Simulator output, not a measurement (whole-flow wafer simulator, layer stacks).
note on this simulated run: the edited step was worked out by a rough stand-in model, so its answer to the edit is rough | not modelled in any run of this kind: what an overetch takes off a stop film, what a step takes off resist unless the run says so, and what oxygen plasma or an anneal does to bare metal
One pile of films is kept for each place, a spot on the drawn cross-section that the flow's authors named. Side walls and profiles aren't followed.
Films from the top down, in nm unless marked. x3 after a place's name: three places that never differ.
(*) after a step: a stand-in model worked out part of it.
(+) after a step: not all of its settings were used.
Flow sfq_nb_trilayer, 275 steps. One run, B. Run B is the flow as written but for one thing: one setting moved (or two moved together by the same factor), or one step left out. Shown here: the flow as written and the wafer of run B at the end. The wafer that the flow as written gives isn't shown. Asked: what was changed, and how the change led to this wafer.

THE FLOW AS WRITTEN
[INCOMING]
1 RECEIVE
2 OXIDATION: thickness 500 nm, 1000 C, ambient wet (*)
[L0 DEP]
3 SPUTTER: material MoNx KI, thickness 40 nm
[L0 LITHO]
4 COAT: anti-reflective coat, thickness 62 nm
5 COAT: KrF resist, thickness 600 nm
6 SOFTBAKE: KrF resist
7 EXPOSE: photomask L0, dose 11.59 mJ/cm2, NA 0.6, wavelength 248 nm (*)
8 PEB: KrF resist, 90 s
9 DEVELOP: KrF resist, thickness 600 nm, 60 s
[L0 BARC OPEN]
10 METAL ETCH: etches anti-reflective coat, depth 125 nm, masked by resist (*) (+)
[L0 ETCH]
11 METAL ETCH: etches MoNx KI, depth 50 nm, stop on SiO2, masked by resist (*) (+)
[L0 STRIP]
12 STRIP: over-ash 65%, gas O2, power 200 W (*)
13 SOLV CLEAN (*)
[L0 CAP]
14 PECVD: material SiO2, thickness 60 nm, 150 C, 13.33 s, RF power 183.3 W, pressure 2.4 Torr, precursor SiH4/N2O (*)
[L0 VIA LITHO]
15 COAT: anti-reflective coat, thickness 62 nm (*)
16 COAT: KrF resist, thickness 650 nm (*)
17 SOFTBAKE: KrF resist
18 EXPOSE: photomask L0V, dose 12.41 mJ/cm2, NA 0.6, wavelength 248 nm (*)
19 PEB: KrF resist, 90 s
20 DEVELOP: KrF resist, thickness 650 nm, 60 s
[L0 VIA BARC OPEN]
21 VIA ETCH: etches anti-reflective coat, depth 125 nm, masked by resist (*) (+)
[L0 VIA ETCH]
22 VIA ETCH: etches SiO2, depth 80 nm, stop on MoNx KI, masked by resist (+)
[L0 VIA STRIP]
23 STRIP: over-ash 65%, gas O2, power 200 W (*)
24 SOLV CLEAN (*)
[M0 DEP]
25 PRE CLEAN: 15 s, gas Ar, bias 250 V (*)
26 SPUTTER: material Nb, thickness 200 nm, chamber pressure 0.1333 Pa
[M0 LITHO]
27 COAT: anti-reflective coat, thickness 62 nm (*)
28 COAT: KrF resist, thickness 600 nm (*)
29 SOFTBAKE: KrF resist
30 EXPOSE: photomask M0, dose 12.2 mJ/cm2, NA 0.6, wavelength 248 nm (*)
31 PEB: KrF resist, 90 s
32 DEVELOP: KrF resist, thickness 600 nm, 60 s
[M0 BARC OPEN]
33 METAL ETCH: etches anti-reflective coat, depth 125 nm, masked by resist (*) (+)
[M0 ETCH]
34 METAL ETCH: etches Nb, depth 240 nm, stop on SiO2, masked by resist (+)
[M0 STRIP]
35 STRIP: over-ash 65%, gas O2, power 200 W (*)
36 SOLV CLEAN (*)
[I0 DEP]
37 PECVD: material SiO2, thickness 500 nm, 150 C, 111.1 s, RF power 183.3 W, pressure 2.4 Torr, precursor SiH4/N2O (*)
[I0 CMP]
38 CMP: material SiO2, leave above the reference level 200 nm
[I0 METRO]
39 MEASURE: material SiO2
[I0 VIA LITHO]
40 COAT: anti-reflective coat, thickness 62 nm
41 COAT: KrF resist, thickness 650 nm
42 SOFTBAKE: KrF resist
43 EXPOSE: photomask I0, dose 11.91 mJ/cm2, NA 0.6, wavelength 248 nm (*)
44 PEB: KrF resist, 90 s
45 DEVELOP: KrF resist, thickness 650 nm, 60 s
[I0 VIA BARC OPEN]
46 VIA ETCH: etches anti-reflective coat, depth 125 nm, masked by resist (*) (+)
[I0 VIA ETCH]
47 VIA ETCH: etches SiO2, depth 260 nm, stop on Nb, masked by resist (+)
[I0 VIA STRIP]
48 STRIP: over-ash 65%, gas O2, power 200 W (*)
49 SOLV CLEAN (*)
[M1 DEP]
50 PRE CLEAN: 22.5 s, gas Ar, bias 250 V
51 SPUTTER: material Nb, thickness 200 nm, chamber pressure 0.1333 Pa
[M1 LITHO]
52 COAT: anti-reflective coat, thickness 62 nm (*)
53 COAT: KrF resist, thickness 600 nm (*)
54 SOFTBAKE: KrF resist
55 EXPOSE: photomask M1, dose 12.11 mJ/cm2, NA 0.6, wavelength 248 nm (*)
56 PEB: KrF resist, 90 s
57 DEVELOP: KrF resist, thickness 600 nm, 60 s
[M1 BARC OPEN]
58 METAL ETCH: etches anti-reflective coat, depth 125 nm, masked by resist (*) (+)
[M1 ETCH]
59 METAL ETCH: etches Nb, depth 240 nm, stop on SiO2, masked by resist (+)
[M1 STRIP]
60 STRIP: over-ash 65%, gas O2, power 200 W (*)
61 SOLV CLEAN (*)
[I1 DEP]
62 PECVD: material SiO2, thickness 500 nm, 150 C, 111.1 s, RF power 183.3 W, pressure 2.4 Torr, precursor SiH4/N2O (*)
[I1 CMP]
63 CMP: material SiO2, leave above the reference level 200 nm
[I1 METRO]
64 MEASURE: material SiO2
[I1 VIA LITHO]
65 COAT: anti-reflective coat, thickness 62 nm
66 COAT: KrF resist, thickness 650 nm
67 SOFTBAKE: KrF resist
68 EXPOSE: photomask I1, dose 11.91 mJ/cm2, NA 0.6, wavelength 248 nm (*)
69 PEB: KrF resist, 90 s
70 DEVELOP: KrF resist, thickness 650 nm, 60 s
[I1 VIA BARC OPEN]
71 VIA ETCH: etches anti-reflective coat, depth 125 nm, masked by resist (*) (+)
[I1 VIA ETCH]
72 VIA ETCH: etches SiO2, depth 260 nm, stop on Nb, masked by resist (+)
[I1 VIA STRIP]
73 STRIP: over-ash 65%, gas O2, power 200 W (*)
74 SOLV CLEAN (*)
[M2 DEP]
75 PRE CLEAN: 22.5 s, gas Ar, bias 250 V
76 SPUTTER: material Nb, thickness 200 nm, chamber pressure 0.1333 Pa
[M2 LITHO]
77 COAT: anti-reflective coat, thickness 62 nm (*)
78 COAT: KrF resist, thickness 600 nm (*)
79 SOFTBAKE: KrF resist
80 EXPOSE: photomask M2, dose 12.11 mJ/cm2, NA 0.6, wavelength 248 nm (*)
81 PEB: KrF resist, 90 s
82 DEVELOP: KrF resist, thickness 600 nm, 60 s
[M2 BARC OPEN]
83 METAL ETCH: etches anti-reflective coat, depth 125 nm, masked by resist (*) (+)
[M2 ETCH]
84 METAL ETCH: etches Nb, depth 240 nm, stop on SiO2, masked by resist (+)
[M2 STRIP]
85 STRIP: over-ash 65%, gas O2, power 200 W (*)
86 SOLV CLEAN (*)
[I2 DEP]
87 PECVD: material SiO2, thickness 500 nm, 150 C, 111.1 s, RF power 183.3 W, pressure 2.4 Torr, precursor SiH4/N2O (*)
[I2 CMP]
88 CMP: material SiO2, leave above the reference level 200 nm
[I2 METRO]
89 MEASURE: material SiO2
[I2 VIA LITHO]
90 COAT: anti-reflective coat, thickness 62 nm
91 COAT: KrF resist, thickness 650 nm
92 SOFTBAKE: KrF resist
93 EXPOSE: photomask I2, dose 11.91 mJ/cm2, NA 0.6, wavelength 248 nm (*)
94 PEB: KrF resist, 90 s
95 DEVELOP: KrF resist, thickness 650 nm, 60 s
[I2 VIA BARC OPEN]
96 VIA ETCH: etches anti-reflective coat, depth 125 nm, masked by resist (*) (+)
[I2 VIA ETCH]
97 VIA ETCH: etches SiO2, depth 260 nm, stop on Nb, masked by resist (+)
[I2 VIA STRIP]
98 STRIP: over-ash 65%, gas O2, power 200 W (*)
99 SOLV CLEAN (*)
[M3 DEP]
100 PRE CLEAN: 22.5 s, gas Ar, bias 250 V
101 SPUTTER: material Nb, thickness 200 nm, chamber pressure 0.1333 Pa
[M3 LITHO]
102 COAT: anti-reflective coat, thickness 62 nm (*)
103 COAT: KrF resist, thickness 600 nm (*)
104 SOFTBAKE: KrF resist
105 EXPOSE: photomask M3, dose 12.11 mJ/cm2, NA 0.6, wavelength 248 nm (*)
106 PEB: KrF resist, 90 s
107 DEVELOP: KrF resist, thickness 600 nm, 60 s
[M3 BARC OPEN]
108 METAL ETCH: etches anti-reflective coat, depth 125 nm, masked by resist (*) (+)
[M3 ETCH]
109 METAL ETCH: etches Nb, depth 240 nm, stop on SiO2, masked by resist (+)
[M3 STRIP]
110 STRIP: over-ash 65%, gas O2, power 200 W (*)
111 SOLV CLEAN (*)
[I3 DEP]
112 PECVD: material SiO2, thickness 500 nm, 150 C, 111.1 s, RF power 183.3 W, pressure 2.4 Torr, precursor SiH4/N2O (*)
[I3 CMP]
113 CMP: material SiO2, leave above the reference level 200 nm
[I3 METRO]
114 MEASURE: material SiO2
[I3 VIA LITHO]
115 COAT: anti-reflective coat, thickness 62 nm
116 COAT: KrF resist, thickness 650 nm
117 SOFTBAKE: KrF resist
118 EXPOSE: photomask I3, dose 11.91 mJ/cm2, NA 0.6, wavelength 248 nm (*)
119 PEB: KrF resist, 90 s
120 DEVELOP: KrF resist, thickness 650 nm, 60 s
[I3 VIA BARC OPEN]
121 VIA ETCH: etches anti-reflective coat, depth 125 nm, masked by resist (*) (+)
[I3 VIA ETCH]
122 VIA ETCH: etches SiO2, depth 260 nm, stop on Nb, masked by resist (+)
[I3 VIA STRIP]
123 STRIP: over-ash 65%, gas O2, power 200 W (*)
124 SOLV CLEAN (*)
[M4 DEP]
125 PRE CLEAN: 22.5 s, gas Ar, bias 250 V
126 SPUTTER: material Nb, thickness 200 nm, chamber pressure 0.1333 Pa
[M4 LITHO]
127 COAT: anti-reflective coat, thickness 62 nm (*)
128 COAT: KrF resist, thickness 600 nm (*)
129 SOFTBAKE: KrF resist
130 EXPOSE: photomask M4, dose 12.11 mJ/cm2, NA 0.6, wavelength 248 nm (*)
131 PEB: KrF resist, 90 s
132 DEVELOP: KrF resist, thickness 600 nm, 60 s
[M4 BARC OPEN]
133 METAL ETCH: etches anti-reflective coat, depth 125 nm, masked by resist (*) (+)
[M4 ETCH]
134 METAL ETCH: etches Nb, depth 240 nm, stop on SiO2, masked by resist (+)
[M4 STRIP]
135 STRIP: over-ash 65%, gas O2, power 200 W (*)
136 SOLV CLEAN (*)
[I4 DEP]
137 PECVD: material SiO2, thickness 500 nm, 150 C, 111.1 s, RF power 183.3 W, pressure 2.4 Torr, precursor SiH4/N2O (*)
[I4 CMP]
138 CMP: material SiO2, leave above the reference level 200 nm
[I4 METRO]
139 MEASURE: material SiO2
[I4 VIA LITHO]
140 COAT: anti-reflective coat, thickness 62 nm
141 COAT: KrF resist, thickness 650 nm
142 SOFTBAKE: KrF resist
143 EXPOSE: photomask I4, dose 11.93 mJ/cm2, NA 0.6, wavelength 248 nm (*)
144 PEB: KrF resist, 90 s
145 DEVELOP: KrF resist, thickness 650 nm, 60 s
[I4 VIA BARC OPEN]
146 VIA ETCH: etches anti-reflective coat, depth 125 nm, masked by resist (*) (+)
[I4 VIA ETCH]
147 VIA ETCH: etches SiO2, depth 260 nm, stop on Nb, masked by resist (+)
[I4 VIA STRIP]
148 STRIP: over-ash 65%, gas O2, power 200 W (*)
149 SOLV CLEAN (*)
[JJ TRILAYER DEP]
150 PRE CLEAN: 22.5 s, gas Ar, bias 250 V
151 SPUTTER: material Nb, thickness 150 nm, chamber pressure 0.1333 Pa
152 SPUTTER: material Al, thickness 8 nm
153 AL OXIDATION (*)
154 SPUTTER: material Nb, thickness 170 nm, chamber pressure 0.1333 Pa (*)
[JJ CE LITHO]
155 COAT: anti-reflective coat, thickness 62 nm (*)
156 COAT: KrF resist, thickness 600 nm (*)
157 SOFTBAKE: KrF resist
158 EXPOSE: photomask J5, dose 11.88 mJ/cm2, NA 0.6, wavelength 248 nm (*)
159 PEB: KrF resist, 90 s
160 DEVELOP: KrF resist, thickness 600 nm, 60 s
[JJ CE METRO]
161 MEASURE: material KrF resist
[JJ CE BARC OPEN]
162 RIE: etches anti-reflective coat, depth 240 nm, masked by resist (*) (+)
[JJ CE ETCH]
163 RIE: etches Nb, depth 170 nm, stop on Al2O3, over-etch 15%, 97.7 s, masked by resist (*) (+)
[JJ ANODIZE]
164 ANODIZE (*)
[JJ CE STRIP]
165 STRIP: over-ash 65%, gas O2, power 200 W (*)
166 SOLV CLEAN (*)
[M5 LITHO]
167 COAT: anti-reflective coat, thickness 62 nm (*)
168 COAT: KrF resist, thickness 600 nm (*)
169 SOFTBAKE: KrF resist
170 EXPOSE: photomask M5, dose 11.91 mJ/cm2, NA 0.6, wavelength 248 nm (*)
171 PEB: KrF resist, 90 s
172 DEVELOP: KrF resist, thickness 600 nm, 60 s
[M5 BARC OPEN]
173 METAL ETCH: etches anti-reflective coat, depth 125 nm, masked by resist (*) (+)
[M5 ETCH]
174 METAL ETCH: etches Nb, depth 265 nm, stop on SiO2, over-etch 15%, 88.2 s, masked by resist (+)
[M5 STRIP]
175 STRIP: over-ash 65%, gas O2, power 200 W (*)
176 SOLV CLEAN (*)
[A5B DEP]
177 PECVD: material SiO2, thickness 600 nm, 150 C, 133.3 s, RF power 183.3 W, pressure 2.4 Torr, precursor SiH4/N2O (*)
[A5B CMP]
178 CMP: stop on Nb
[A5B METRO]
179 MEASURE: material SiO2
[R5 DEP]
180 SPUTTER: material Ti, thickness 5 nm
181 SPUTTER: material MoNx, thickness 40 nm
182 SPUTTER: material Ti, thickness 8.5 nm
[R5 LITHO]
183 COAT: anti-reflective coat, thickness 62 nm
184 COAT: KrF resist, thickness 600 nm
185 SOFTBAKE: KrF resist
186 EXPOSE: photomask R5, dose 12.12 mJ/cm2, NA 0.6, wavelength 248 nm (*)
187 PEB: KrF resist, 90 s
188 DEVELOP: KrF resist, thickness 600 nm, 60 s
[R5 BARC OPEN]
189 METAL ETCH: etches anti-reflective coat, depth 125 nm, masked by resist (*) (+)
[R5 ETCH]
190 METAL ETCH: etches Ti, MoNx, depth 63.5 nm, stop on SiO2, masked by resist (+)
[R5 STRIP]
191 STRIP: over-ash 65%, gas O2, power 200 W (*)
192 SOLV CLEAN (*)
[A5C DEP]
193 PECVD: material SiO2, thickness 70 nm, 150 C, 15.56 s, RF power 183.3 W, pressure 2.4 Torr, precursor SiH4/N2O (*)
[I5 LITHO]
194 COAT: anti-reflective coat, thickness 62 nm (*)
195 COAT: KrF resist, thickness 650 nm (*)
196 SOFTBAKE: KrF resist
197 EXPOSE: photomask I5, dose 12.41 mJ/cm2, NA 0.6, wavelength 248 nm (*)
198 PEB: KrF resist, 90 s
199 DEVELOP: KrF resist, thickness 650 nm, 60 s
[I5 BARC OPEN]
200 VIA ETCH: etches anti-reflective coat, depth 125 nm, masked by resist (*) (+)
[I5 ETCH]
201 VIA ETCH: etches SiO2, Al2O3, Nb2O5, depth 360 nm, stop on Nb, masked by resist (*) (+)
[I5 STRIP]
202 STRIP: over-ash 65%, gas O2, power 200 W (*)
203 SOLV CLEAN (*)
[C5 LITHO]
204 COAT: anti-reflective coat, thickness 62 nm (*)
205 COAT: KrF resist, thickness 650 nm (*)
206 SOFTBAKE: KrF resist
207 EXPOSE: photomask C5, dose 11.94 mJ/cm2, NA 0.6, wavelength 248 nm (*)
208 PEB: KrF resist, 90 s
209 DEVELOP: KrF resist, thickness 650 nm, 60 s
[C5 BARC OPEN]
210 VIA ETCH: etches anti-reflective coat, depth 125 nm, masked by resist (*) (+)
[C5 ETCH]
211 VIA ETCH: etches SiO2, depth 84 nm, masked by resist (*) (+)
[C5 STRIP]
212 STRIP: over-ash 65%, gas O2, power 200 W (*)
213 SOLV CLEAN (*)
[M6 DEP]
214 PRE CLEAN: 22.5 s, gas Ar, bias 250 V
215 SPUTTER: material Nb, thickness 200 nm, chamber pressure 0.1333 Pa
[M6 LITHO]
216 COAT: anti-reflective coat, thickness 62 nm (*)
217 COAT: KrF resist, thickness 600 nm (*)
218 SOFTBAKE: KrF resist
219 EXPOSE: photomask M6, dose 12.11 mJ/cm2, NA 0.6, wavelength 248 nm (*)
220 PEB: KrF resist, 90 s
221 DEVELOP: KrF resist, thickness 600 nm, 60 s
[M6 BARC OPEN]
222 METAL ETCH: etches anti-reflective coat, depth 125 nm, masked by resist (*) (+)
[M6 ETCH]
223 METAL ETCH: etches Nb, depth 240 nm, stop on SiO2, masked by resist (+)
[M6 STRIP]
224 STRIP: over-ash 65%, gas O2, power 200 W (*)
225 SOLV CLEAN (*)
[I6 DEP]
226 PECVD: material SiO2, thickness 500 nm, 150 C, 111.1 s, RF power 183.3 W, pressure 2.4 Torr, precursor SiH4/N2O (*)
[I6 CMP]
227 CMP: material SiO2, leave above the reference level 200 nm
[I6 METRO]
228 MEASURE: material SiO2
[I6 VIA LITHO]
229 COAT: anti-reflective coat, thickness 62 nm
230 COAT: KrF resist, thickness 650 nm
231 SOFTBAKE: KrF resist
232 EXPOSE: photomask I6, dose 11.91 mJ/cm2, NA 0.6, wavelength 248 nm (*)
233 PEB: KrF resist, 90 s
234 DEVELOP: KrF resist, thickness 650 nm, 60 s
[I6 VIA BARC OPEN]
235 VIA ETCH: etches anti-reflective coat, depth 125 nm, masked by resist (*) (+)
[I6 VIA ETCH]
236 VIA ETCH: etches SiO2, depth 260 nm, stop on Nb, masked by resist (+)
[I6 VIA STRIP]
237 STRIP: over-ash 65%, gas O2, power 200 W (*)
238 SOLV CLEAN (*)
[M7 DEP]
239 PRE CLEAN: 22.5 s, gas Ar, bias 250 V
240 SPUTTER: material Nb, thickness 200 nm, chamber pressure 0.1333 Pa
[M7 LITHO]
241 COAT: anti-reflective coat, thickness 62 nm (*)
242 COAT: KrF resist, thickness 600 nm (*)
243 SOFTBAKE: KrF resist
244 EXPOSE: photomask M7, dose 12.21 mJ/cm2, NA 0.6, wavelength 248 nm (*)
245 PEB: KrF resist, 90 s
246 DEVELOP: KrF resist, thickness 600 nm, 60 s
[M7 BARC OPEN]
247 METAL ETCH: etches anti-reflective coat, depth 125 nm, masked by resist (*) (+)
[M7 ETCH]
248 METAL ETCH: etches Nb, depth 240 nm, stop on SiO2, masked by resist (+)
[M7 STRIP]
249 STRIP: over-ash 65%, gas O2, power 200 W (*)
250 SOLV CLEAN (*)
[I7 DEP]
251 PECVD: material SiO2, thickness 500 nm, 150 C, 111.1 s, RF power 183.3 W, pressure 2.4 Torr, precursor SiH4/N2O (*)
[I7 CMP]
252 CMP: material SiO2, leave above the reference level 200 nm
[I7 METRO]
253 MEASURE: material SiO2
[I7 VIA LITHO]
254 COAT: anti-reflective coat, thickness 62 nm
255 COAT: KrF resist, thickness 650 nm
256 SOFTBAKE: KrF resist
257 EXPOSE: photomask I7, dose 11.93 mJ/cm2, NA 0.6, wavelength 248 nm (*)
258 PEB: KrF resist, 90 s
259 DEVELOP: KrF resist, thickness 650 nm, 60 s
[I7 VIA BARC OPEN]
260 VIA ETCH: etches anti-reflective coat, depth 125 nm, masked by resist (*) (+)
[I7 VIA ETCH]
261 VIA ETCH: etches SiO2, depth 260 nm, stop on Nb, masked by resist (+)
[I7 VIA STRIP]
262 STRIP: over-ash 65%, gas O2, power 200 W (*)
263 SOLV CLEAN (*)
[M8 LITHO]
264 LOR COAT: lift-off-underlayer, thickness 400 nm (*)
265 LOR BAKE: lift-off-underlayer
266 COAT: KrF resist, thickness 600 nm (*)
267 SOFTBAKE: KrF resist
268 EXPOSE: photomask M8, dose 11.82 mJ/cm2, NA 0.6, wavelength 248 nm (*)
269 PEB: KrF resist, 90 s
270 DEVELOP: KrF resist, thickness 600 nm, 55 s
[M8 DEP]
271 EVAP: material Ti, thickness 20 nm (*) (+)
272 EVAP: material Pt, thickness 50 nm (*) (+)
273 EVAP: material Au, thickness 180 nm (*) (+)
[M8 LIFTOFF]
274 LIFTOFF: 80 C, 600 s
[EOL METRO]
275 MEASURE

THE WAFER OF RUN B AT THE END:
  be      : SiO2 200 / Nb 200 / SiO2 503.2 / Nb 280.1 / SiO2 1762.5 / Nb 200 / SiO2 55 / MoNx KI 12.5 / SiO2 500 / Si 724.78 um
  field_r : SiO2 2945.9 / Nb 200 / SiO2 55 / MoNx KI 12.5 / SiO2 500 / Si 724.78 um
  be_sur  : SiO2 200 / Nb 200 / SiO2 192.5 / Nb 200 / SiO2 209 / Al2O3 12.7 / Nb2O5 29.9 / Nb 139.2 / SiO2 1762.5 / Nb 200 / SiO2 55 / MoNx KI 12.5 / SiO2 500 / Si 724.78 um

The cause: step 11, METAL ETCH: depth 27.5 nm was run, where the flow has depth 50 nm.

How the change led to this, step by step:
  11 METAL ETCH: etches MoNx KI, depth 50 nm, stop on SiO2, masked by resist (*) (+)
      v_sur, via_wl, via_w and 97 more: MoNx KI -27.5 (as written it would be: MoNx KI -40 (all of it))
      field_l, l0_sur, l0v, l0r_line_l, l0r_line_c, l0r_line_r: KrF resist -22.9 (as written it would be: KrF resist -41.7)
  12 STRIP: over-ash 65%, gas O2, power 200 W (*)
      field_l, l0_sur, l0v, l0r_line_l, l0r_line_c, l0r_line_r: KrF resist -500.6 (all of it), anti-reflective coat -62 (all of it) (as written it would be: KrF resist -481.9 (all of it), anti-reflective coat -62 (all of it))
  14 PECVD: material SiO2, thickness 60 nm, 150 C, 13.33 s, RF power 183.3 W, pressure 2.4 Torr, precursor SiH4/N2O (*)
      v_sur, via_wl, via_w and 97 more: SiO2 +60 (new film) (as written it would be: SiO2 +60)
  15 COAT: anti-reflective coat, thickness 62 nm (*)
      field_l: anti-reflective coat +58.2 (new film) (as written it would be: anti-reflective coat +56.7 (new film))
      v_sur: anti-reflective coat +69.1 (new film) (as written it would be: anti-reflective coat +72.2 (new film))
      (and at 3 more places)
  23 STRIP: over-ash 65%, gas O2, power 200 W (*)
      field_l: KrF resist -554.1 (all of it), anti-reflective coat -58.2 (all of it) (as written it would be: KrF resist -551.4 (all of it), anti-reflective coat -56.7 (all of it))
      v_sur: KrF resist -566.9 (all of it), anti-reflective coat -69.1 (all of it) (as written it would be: KrF resist -570.5 (all of it), anti-reflective coat -72.2 (all of it))
      (and at 3 more places)
  27 COAT: anti-reflective coat, thickness 62 nm (*)
      field_l: anti-reflective coat +58.3 (new film) (as written it would be: anti-reflective coat +56.9 (new film))
      v_sur: anti-reflective coat +69 (new film) (as written it would be: anti-reflective coat +72.3 (new film))
      (and at 3 more places)
  35 STRIP: over-ash 65%, gas O2, power 200 W (*)
      field_l: KrF resist -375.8 (all of it), anti-reflective coat -58.3 (all of it) (as written it would be: KrF resist -372.9 (all of it), anti-reflective coat -56.9 (all of it))
      v_sur: KrF resist -388.7 (all of it), anti-reflective coat -69 (all of it) (as written it would be: KrF resist -391.6 (all of it), anti-reflective coat -72.3 (all of it))
      (and at 3 more places)
  38 CMP: material SiO2, leave above the reference level 200 nm
      field_l, l0_sur, l0r_line_l, l0r_line_c, l0r_line_r: SiO2 -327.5 (as written it would be: SiO2 -340)
      l0v: SiO2 -265.3 (as written it would be: SiO2 -277.8)
Counting metal films that touch as one body, be has 4 bodies (between them, from the top down: SiO2 503.2; SiO2 1762.5; SiO2 55); the flow as written gives 3 bodies (between them, from the top down: SiO2 503.2; SiO2 1762.5).
Counting metal films that touch as one body, field_r has 2 bodies (between them, from the top down: SiO2 55); the flow as written gives 1 body.
Counting metal films that touch as one body, be_sur has 5 bodies (between them, from the top down: SiO2 192.5; SiO2 209 / Al2O3 12.7 / Nb2O5 29.9; SiO2 1762.5; SiO2 55); the flow as written gives 4 bodies (between them, from the top down: SiO2 192.5; SiO2 209 / Al2O3 12.7 / Nb2O5 29.9; SiO2 1762.5).
